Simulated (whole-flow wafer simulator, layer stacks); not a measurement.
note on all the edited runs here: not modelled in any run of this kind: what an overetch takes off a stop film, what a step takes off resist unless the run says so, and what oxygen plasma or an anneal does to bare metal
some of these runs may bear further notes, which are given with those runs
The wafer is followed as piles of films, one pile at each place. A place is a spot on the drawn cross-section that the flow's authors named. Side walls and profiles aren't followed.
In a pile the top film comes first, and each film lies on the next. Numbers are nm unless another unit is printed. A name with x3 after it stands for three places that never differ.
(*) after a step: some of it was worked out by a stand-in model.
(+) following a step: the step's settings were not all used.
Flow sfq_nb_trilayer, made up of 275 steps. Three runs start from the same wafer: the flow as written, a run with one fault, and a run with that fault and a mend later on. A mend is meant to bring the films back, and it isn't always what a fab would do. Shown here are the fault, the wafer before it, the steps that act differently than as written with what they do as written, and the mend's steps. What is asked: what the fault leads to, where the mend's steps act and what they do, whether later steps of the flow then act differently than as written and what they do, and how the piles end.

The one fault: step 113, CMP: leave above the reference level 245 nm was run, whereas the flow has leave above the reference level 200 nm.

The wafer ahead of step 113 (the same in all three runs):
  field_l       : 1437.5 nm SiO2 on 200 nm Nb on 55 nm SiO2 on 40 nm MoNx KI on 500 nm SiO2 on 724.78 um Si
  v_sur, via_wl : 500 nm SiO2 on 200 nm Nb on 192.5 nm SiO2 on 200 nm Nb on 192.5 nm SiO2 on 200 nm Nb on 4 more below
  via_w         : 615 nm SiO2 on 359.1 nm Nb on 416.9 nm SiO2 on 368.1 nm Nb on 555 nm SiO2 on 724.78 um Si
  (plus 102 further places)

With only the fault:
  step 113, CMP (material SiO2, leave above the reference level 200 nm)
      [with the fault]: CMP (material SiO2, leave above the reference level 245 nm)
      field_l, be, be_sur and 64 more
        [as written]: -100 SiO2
        [with the fault]: -55 SiO2
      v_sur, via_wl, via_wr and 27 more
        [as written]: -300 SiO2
        [with the fault]: -255 SiO2
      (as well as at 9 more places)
  Later steps of the flow acting differently than as written (3 more steps, not shown, differ only slightly: by at most 2% or 0.5 nm, whichever is larger):
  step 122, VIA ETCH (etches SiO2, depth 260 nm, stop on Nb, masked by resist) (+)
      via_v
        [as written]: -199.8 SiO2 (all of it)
        [with the fault]: -244.8 SiO2 (all of it)
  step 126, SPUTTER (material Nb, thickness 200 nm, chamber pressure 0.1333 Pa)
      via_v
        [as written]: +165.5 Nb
        [with the fault]: +156 Nb
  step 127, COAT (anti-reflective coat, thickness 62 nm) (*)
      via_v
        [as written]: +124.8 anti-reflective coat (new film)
        [with the fault]: +134.5 anti-reflective coat (new film)
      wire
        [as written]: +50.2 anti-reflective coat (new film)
        [with the fault]: +49.1 anti-reflective coat (new film)
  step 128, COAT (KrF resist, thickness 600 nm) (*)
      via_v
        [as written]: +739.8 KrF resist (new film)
        [with the fault]: +777.1 KrF resist (new film)
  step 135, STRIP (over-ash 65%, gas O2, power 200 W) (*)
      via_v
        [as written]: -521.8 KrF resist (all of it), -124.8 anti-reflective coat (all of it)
        [with the fault]: -559.1 KrF resist (all of it), -134.5 anti-reflective coat (all of it)
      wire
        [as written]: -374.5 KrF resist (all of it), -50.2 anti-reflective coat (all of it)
        [with the fault]: -371.1 KrF resist (all of it), -49.1 anti-reflective coat (all of it)
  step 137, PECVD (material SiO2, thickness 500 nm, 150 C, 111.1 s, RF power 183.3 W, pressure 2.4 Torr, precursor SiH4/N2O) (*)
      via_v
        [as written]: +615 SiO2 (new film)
        [with the fault]: +669.6 SiO2 (new film)
  By the end, the piles at v_sur, via_wl, via_w and 78 more depart from the flow's by more than 2% or 0.5 nm, whichever is larger.
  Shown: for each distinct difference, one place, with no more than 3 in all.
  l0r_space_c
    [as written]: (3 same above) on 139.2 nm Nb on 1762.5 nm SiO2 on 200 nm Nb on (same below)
    [with the fault]: (3 same above) on 139.2 nm Nb on 1807.5 nm SiO2 on 200 nm Nb on (same below)
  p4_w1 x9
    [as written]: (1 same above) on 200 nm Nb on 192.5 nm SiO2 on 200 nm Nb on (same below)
    [with the fault]: (1 same above) on 200 nm Nb on 237.5 nm SiO2 on 200 nm Nb on (same below)
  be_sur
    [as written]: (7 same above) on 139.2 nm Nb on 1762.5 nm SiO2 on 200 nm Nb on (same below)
    [with the fault]: (7 same above) on 139.2 nm Nb on 1807.5 nm SiO2 on 200 nm Nb on (same below)

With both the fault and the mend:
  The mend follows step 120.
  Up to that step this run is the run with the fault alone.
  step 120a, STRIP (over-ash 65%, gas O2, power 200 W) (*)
      field_l, v_sur, via_wl and 102 more
        -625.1 KrF resist (all of it), -62 anti-reflective coat (all of it)
      via_v
        -62 anti-reflective coat (all of it)
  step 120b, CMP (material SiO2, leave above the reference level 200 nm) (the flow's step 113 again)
      field_l, v_sur, via_wl and 103 more
        -45 SiO2
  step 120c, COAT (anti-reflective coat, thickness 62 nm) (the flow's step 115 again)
      field_l, v_sur, via_wl and 103 more
        +62 anti-reflective coat (new film)
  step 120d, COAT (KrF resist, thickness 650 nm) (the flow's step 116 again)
      field_l, v_sur, via_wl and 103 more
        +650 KrF resist (new film)
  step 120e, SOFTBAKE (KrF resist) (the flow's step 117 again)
      leaves every film unchanged at each place that is followed
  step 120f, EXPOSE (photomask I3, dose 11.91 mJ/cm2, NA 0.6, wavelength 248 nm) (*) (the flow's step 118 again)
      leaves every film unchanged at each place that is followed
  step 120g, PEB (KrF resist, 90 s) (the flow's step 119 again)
      field_l, v_sur, via_wl and 103 more
        -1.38 KrF resist
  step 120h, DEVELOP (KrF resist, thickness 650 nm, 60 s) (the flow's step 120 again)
      field_l, v_sur, via_wl and 102 more
        -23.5 KrF resist
      via_v
        -648.6 KrF resist (all of it)
  None of the later steps of the flow acts differently than as written at any place that is followed.
  By the end, the piles equal the flow's at every place that both follow.
